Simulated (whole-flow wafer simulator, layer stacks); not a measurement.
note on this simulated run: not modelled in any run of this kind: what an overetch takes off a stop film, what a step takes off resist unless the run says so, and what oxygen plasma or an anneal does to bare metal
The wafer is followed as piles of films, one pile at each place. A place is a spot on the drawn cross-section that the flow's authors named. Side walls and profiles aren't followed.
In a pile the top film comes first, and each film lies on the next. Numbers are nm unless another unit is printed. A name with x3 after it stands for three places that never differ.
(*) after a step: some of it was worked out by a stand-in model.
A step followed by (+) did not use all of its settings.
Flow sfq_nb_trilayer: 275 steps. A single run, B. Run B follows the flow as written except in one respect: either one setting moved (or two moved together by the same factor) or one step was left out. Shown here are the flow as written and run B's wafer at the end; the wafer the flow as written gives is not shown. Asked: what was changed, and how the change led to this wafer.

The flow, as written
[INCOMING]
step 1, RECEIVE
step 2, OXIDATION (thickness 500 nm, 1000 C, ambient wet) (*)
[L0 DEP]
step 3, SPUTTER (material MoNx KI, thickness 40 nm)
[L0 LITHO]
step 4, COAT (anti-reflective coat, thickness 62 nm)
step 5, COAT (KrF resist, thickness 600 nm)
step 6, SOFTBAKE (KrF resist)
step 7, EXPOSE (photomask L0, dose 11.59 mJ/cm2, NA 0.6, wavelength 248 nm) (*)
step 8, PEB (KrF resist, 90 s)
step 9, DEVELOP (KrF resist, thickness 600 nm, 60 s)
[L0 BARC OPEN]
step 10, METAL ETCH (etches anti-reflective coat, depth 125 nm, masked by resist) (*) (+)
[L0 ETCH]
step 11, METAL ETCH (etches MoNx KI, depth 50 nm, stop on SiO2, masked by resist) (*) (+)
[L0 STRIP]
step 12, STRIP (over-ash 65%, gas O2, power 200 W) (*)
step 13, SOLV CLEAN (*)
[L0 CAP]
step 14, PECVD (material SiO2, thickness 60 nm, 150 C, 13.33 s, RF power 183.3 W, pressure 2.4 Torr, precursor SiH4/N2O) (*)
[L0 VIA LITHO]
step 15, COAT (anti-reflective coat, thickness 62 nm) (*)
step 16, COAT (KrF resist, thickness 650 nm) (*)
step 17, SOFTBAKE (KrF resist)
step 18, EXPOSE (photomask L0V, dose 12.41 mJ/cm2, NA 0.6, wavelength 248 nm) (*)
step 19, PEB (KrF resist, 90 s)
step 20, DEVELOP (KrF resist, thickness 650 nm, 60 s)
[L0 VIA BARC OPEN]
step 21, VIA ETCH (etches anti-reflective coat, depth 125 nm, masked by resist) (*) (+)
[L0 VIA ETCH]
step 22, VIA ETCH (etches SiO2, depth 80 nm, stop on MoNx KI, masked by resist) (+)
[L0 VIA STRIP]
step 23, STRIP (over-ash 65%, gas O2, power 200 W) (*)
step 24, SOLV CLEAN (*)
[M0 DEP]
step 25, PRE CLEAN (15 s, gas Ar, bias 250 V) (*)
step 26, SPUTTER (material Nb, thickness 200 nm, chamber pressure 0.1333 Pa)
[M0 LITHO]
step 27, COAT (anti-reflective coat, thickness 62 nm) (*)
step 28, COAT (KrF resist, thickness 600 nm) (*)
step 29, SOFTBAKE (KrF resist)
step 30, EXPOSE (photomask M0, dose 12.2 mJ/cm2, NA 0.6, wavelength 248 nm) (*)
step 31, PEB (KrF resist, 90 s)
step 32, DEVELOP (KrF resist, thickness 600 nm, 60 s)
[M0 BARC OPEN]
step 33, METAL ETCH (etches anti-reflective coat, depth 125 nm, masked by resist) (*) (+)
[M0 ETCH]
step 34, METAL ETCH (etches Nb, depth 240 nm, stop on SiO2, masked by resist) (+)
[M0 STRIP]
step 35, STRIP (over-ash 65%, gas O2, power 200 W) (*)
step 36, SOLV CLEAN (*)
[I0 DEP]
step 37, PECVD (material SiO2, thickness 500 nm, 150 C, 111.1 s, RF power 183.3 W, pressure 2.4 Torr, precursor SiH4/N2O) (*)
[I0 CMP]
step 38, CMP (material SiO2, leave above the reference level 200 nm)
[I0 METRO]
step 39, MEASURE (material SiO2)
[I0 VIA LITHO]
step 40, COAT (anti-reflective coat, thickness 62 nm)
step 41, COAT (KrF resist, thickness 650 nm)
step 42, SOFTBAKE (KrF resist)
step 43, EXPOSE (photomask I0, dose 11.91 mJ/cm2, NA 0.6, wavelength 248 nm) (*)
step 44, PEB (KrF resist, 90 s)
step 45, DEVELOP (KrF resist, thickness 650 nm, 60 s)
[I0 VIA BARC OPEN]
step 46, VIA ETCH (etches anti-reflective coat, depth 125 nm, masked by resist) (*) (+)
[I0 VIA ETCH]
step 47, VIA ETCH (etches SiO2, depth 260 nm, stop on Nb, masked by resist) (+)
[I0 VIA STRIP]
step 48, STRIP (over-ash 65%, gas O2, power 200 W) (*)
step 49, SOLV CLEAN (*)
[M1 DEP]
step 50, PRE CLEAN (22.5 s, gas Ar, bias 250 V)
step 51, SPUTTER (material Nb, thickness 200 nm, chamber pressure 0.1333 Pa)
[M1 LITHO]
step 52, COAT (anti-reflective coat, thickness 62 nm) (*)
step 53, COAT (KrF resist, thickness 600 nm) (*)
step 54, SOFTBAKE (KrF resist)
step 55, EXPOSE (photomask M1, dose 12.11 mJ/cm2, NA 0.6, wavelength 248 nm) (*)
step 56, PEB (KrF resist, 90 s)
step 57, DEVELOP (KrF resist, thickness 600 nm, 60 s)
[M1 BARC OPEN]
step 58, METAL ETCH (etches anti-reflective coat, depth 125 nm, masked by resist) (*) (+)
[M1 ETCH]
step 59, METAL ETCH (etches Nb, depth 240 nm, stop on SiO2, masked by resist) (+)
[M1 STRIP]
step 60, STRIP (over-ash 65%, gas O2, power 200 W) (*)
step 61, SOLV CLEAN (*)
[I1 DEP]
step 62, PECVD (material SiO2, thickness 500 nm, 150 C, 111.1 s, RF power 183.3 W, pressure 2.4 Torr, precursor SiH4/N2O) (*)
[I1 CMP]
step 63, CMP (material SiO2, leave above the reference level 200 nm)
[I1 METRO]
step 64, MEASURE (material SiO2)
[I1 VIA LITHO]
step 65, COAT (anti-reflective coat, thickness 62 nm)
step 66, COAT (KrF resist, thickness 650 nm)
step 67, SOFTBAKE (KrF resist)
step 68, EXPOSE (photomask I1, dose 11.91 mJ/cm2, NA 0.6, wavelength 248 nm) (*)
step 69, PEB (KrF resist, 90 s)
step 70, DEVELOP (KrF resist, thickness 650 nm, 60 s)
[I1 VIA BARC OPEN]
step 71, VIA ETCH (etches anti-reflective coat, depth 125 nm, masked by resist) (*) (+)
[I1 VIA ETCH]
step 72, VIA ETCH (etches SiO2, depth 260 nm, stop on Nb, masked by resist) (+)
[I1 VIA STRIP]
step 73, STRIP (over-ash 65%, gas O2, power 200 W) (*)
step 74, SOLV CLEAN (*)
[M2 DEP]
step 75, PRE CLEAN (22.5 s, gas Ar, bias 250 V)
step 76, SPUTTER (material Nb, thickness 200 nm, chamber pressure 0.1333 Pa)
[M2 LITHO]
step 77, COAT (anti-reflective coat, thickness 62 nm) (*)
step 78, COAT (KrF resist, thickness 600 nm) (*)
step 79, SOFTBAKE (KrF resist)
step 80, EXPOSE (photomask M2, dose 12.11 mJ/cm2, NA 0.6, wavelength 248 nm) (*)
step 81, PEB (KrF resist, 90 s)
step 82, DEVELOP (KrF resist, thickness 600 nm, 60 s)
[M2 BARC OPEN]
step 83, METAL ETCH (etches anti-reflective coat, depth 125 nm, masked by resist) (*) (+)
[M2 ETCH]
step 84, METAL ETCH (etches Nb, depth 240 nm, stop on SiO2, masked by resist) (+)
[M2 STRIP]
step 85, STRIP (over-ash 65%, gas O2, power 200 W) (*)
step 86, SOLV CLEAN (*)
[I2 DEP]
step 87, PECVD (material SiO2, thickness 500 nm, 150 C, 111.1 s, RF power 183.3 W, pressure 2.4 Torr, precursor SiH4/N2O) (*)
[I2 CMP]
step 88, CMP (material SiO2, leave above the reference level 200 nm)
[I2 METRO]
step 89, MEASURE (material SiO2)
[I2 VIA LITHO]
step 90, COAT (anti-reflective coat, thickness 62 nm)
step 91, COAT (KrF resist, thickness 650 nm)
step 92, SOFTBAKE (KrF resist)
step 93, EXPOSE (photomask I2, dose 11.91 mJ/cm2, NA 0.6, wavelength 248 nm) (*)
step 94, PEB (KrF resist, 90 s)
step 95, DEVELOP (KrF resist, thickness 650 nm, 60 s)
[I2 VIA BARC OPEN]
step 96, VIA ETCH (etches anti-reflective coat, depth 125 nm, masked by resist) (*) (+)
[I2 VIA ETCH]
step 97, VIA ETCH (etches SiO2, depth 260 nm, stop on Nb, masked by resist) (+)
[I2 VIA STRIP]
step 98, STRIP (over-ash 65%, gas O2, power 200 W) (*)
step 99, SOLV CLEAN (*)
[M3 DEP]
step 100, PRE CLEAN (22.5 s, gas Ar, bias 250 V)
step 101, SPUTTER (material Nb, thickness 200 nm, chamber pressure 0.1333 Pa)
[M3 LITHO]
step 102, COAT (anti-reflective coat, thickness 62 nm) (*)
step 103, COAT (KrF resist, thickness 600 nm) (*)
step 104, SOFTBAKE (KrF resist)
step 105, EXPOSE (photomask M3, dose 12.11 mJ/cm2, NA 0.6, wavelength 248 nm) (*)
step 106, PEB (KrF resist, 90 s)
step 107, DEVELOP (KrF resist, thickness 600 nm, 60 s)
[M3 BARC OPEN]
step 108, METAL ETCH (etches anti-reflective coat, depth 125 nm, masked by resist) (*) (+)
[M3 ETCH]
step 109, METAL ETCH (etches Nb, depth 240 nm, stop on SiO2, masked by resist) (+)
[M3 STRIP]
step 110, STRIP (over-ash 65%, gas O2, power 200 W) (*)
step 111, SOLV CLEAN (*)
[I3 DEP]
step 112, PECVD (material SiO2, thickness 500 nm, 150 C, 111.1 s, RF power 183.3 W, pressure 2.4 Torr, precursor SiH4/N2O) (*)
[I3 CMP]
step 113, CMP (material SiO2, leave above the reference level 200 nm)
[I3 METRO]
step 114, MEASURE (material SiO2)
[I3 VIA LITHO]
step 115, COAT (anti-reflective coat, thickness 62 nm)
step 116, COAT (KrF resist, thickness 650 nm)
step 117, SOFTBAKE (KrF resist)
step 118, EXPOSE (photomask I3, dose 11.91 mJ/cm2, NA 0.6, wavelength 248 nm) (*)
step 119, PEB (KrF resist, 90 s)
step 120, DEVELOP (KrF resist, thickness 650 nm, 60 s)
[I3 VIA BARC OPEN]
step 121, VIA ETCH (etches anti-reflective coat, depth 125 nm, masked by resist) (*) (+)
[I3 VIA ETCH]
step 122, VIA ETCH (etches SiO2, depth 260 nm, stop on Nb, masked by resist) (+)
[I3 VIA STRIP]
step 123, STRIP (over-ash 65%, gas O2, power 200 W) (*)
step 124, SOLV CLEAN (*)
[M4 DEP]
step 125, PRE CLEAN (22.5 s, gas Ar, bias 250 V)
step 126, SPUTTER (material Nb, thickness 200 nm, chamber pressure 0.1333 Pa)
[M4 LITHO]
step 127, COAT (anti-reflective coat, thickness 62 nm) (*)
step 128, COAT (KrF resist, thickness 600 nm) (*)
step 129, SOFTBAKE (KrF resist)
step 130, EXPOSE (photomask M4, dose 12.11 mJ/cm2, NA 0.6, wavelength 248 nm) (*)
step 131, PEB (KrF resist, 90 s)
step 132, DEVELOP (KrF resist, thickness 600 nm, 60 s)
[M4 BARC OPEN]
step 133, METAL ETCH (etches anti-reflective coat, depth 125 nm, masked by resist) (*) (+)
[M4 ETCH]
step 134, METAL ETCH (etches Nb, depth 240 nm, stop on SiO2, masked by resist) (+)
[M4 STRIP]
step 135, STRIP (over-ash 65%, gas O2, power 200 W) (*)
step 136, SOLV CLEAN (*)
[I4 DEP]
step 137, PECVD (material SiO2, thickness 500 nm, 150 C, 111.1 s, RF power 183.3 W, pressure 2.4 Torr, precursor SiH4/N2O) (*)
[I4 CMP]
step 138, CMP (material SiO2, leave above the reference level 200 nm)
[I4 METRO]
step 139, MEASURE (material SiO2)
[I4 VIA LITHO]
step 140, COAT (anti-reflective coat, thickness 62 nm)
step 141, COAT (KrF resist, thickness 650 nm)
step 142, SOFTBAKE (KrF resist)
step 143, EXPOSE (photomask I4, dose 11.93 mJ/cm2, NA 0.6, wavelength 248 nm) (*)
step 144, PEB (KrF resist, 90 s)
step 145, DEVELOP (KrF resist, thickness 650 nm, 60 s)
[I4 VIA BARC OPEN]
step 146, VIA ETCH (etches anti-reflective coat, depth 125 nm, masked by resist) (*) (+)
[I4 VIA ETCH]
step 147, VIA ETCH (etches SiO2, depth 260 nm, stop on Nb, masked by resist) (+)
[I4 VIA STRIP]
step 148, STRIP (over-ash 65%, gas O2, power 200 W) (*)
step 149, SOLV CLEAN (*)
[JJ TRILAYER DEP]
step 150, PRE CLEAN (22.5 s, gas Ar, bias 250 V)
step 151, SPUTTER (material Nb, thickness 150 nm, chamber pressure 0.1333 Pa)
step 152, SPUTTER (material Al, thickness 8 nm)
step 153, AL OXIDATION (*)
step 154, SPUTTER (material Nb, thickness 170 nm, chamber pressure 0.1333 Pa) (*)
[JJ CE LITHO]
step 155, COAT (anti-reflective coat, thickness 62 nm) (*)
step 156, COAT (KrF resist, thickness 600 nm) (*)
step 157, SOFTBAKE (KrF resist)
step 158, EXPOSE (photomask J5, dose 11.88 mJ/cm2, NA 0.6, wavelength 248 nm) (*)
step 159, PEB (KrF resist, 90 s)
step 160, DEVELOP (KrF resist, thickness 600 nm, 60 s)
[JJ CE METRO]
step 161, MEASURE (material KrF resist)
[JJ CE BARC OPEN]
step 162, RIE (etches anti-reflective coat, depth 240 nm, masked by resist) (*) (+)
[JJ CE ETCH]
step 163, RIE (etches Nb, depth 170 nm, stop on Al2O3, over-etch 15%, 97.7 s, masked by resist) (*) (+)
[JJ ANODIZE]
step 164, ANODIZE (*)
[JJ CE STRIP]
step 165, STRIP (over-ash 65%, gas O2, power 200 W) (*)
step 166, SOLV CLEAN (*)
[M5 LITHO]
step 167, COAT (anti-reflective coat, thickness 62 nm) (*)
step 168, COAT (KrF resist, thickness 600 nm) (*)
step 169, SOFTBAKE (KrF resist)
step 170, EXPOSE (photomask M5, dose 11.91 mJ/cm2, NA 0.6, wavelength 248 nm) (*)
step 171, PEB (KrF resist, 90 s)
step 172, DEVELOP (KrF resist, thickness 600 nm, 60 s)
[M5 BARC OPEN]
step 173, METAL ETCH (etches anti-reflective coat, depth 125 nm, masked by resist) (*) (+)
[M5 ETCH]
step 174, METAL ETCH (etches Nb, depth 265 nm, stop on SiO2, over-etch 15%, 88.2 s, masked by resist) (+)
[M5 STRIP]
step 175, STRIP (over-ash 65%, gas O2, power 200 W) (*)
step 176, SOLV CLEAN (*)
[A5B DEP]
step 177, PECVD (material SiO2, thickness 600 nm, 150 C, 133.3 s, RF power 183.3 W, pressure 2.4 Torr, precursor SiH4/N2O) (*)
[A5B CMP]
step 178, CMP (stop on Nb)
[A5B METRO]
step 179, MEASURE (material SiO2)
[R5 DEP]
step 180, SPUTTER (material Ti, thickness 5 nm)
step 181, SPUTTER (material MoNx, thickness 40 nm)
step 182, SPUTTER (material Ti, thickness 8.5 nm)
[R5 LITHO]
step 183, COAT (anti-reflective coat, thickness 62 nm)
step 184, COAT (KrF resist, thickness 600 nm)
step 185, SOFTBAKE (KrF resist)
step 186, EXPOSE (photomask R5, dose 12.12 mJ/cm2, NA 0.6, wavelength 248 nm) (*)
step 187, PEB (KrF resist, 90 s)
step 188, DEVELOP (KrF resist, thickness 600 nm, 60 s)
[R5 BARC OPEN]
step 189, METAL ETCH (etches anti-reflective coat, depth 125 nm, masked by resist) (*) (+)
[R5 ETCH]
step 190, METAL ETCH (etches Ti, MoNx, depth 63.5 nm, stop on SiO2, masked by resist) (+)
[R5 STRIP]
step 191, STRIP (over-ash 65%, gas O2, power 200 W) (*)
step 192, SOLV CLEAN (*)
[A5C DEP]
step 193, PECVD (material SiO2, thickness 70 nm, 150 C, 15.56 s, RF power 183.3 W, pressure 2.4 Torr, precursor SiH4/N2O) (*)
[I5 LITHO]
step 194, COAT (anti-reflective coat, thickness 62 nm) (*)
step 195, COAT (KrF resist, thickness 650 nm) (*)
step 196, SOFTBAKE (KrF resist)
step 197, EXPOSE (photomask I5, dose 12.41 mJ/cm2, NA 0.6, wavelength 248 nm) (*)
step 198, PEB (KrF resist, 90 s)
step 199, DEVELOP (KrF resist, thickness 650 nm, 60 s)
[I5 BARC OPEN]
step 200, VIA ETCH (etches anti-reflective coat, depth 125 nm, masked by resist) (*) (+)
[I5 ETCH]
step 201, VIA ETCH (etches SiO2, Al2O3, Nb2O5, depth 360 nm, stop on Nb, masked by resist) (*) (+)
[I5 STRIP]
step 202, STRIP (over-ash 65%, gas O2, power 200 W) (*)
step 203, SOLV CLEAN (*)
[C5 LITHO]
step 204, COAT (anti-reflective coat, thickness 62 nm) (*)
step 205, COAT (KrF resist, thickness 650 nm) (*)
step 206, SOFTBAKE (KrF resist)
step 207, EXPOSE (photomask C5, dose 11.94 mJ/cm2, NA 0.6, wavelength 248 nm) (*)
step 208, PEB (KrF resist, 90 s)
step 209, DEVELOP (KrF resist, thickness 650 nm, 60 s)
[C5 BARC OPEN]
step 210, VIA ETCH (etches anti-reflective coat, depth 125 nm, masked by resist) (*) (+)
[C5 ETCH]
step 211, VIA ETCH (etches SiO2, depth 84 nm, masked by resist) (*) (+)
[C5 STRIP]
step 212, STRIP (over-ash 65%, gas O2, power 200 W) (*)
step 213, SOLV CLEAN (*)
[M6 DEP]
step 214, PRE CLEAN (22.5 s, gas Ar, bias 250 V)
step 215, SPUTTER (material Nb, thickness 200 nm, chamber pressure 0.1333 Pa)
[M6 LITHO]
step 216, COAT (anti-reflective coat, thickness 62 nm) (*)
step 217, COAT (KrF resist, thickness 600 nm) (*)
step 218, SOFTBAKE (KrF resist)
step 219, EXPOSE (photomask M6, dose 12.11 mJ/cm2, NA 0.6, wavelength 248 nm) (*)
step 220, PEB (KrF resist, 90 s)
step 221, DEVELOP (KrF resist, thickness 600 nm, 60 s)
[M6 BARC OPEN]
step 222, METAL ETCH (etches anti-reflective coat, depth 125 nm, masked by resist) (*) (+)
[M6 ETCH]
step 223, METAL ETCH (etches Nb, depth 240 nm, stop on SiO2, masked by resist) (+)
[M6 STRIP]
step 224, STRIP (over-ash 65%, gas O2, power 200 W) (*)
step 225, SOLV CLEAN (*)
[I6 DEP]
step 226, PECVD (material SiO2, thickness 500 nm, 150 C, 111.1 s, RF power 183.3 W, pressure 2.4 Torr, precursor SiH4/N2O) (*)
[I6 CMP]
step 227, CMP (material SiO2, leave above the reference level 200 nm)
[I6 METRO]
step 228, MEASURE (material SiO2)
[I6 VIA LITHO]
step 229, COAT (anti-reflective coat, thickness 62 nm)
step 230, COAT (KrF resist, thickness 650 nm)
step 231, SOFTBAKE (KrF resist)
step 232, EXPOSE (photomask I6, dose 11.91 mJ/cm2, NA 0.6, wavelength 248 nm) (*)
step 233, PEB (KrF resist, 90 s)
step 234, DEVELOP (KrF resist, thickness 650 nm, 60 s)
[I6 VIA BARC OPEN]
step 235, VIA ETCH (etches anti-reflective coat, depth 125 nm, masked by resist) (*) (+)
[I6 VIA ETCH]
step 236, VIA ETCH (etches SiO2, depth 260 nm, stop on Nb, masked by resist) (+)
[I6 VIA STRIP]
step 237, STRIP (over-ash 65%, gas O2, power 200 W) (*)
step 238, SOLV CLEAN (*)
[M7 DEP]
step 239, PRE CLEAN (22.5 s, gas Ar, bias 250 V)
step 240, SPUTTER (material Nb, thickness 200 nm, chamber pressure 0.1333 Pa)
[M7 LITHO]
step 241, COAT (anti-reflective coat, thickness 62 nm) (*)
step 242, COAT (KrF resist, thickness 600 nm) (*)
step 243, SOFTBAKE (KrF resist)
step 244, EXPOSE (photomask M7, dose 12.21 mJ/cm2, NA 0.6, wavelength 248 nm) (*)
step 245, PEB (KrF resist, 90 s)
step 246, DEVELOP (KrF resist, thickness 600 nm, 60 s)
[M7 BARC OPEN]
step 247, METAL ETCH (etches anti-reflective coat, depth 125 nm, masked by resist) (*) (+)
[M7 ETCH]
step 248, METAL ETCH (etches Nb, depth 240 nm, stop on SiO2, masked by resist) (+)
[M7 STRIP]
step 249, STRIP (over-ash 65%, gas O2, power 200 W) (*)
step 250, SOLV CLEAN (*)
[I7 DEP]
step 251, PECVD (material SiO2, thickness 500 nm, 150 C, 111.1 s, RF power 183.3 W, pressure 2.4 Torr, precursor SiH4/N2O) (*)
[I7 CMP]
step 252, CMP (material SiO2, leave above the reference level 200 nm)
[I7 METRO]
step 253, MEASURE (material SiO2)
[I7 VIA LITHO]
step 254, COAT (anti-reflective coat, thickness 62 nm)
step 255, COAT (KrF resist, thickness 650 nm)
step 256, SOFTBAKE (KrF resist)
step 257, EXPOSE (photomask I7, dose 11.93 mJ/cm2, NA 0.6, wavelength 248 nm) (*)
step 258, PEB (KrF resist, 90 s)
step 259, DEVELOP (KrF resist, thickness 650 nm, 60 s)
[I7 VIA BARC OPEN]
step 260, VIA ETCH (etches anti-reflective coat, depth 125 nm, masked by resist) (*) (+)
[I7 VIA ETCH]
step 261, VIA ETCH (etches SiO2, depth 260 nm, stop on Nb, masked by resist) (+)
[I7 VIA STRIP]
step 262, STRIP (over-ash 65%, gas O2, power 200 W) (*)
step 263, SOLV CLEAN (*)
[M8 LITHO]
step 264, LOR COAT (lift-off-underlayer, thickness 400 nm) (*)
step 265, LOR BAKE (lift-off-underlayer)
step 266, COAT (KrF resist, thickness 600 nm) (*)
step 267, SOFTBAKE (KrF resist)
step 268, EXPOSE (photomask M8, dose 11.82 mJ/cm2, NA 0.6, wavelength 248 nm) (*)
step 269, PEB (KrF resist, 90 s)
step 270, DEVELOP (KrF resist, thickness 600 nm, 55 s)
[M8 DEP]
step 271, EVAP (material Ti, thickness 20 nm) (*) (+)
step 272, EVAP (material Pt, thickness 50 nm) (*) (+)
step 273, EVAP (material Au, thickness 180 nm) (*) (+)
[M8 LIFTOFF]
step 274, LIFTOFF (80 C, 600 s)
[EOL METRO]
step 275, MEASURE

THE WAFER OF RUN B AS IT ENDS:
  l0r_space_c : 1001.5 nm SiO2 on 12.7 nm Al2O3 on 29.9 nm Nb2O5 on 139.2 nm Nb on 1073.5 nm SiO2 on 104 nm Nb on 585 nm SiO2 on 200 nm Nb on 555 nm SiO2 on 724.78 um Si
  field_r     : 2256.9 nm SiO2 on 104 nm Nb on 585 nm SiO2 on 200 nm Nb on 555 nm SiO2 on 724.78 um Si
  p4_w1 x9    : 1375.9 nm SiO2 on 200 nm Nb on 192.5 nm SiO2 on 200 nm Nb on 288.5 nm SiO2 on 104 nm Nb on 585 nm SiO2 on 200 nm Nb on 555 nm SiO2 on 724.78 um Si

What caused this: step 84, METAL ETCH: depth 96 nm was run, whereas the flow has depth 240 nm.

Step by step, how the change led to this:
  step 84, METAL ETCH (etches Nb, depth 240 nm, stop on SiO2, masked by resist) (+)
      field_l, be, be_sur and 81 more: -96 Nb (as written it would have been: -200 Nb (all of it))
      v_sur, via_wl, via_w and 19 more: -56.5 KrF resist (as written it would have been: -141.2 KrF resist)
  step 85, STRIP (over-ash 65%, gas O2, power 200 W) (*)
      wl_j_sl, wl_jj, wl_j_sr and 12 more: -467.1 KrF resist (all of it), -62 anti-reflective coat (all of it) (as written it would have been: -382.4 KrF resist (all of it), -62 anti-reflective coat (all of it))
      v_sur: -464.7 KrF resist (all of it), -61.4 anti-reflective coat (all of it) (as written it would have been: -380 KrF resist (all of it), -61.4 anti-reflective coat (all of it))
      (and at 6 other places as well)
  step 87, PECVD (material SiO2, thickness 500 nm, 150 C, 111.1 s, RF power 183.3 W, pressure 2.4 Torr, precursor SiH4/N2O) (*)
      field_l, be, be_sur and 81 more: +500 SiO2 (new film) (as written it would have been: +500 SiO2)
  step 88, CMP (material SiO2, leave above the reference level 200 nm)
      field_l, be, be_sur and 81 more: -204 SiO2 (as written it would have been: -100 SiO2)
If metal films that touch count as one body, l0r_space_c has 3 bodies (between them, from the top down: SiO2 1073.5; SiO2 585); the flow as written gives 2 bodies (between them, from the top down: SiO2 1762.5).
If metal films that touch count as one body, field_r has 2 bodies (between them, from the top down: SiO2 585); the flow as written gives 1 body.
If metal films that touch count as one body, p4_w1 x9 has 4 bodies (between them, from the top down: SiO2 192.5; SiO2 288.5; SiO2 585); the flow as written gives 3 bodies (between them, from the top down: SiO2 192.5; SiO2 977.5).
